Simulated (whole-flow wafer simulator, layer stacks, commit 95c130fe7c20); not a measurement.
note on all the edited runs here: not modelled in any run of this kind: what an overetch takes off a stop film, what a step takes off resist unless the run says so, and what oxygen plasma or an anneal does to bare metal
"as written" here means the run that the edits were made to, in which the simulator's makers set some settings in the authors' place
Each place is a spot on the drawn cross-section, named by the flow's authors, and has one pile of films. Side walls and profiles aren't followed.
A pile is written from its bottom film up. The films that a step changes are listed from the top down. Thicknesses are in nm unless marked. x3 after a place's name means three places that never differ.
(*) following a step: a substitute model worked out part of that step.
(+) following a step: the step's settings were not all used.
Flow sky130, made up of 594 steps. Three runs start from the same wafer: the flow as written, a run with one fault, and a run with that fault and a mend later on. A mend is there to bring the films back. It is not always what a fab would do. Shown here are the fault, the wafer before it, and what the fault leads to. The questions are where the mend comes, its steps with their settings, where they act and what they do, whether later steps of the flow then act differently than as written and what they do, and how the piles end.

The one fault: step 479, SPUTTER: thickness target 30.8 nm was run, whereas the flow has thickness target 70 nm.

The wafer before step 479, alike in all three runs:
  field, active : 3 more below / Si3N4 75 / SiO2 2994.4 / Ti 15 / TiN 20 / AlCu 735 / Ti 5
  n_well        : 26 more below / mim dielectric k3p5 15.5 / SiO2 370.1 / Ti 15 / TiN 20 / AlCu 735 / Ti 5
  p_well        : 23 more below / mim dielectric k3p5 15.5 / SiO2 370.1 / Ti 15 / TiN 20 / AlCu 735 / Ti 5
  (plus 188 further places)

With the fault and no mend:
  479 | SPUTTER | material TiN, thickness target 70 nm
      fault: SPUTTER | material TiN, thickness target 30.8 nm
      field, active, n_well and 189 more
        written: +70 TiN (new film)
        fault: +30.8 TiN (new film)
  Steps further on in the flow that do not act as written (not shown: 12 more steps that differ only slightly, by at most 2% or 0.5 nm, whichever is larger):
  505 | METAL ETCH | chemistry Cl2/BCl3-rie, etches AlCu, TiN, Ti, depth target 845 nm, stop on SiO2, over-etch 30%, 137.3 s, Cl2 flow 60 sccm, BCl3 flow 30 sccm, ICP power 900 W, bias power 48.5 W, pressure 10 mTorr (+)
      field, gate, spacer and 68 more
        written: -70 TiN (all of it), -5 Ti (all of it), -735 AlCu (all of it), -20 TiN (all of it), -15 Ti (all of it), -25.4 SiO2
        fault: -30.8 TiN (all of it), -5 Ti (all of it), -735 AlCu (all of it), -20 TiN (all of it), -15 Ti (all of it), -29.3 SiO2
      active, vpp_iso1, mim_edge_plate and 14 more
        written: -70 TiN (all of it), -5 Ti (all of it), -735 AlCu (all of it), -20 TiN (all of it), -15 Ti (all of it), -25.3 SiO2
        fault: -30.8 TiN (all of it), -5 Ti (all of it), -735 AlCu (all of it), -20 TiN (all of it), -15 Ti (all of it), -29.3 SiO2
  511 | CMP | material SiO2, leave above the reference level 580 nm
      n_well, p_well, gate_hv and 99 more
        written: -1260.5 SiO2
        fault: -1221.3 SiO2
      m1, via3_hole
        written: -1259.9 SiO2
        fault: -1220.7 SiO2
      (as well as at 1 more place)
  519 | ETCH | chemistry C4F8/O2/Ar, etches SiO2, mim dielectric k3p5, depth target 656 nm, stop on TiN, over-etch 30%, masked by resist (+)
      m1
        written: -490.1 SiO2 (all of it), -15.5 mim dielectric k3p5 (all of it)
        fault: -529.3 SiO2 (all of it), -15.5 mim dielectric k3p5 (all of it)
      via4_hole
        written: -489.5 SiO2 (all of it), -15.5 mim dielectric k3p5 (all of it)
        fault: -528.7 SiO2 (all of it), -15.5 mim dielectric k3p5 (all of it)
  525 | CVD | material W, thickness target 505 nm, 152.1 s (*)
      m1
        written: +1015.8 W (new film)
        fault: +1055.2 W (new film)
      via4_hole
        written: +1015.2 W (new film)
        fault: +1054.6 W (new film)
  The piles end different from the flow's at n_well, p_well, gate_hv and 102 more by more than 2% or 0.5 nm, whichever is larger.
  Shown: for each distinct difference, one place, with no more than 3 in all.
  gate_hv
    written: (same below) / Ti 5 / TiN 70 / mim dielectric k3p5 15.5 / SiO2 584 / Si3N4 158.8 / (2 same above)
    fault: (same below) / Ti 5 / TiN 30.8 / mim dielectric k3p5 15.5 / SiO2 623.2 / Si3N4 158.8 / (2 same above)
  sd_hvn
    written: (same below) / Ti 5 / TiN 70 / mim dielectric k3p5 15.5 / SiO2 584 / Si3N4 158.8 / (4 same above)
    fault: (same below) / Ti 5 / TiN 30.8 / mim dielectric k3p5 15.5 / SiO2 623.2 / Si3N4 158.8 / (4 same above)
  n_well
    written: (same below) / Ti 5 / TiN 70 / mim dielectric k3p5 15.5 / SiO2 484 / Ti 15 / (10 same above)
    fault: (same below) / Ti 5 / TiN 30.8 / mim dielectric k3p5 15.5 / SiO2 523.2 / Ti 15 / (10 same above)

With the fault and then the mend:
  After step 479 comes the mend.
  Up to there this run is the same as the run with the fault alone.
  479a | SPUTTER | material TiN, thickness target 39.2 nm (a further turn of the flow's step 479, with different settings)
      field, active, n_well and 189 more
        +39.2 TiN
  Later steps of the flow that are run all act as written at every place that is followed.
  The piles end the same as the flow's at every place that both follow.
